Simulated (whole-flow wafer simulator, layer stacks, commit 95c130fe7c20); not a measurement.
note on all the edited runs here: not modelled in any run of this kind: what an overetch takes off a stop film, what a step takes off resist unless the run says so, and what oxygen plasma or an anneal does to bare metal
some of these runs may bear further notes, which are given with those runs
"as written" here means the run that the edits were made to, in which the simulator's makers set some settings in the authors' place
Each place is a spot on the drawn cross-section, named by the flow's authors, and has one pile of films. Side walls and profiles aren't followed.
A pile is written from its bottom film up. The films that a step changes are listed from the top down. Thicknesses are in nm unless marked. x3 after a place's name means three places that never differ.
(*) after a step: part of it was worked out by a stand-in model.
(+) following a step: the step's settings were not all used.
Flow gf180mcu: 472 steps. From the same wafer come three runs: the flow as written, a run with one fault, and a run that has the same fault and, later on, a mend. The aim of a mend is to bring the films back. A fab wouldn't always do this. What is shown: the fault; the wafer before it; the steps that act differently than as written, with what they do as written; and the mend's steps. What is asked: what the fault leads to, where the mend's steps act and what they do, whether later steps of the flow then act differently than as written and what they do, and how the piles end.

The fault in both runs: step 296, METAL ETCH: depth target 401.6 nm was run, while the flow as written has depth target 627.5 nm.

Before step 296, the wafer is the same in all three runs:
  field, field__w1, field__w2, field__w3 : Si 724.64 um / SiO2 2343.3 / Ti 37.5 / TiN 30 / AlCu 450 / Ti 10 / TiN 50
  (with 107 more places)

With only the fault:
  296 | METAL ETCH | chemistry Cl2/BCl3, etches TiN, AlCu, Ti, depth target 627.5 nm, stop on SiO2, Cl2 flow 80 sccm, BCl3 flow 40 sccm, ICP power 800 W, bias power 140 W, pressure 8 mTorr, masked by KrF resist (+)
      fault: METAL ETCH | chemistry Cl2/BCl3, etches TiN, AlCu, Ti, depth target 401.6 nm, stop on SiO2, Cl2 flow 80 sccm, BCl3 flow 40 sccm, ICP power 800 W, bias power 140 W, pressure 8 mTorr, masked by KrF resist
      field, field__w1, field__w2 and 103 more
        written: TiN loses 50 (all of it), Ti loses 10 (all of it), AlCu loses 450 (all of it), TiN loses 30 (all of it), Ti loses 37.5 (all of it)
        fault: TiN loses 50 (all of it), Ti loses 10 (all of it), AlCu loses 341.6
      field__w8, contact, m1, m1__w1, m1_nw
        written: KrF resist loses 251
        fault: KrF resist loses 160.6
  Later steps of the flow acting differently than as written:
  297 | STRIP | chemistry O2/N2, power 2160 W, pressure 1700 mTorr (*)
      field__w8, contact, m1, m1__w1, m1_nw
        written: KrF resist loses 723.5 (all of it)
        fault: KrF resist loses 813.9 (all of it)
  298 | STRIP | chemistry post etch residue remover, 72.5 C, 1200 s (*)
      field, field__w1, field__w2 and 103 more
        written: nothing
        fault: AlCu loses 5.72
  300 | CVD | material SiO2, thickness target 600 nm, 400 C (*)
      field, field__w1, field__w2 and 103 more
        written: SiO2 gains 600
        fault: SiO2 gains 600 (new film)
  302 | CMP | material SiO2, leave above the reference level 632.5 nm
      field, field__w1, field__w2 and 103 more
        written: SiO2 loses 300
        fault: SiO2 loses 470.2
  At field, field__w1, field__w2 and 104 more, the piles at the end differ from the flow's by more than 2% or 0.5 nm, whichever is larger.
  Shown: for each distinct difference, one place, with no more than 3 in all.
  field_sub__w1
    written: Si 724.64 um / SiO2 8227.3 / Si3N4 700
    fault: Si 724.64 um / SiO2 2343.2 / Ti 37.5 / TiN 30 / AlCu 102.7 / SiO2 5713.8 / Si3N4 700
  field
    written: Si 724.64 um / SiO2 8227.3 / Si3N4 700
    fault: Si 724.64 um / SiO2 2343.3 / Ti 37.5 / TiN 30 / AlCu 102.7 / SiO2 5713.8 / Si3N4 700
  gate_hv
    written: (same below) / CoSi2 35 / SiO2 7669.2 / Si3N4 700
    fault: (same below) / CoSi2 35 / SiO2 1785.1 / Ti 37.5 / TiN 30 / AlCu 102.7 / SiO2 5713.8 / Si3N4 700

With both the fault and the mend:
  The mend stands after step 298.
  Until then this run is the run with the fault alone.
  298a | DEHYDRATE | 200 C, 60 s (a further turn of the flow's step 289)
      does not change any film at any place that is followed
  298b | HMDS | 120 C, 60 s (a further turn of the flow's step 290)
      does not change any film at any place that is followed
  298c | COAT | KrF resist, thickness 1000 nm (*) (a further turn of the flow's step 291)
      iso_ptap_pw, iso_ntap_nw, iso_nw_fld and 33 more
        KrF resist gains 1000 (new film)
      field__w3, field__w9, field__w12 and 12 more
        KrF resist gains 1002.7 (new film)
      field__w5, field_sub__w5, ld_gate_p and 6 more
        KrF resist gains 1002.6 (new film)
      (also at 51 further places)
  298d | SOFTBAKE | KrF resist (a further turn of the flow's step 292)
      does not change any film at any place that is followed
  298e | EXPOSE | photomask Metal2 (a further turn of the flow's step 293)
      does not change any film at any place that is followed
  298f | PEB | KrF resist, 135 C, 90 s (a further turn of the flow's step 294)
      field__w1, field__w2, field__w3 and 57 more
        KrF resist loses 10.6
      iso_ptap_pw, iso_ntap_nw, iso_nw_fld and 33 more
        KrF resist loses 10.5
      gate_hv, sd_p, nw_sep_fld, polyc_n
        KrF resist loses 10.7
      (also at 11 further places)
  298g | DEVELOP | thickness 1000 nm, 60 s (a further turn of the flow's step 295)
      iso_ptap_pw, iso_ntap_nw, iso_nw_fld and 33 more
        KrF resist loses 989.5 (all of it)
      field__w5, field__w9, field_sub and 13 more
        KrF resist loses 992.1 (all of it)
      field_sub__w2, field_sub__w4, ld_drn_n and 9 more
        KrF resist loses 992 (all of it)
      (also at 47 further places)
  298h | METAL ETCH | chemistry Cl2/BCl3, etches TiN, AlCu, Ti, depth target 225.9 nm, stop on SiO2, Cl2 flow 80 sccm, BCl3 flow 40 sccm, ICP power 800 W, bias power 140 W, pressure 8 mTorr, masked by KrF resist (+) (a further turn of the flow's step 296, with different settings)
      field, field__w1, field__w2 and 103 more
        AlCu loses 102.7 (all of it), TiN loses 30 (all of it), Ti loses 37.5 (all of it)
      field__w8, contact, m1, m1__w1, m1_nw
        KrF resist loses 90.4
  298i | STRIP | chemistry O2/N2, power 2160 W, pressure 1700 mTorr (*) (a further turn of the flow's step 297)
      field__w8
        KrF resist loses 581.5 (all of it)
      contact
        KrF resist loses 579.5 (all of it)
      m1
        KrF resist loses 581.9 (all of it)
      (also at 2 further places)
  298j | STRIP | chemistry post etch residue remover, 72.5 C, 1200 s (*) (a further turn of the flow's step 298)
      field__w8, contact, m1, m1__w1, m1_nw
        TiN loses 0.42
  Later steps of the flow that are run all act as written at every place that is followed, up to a difference of at most 2% or 0.5 nm, whichever is larger.
  When the end is reached, the piles differ only a little from the flow's at the places that both follow, at most by 2% or 0.5 nm, whichever is larger.
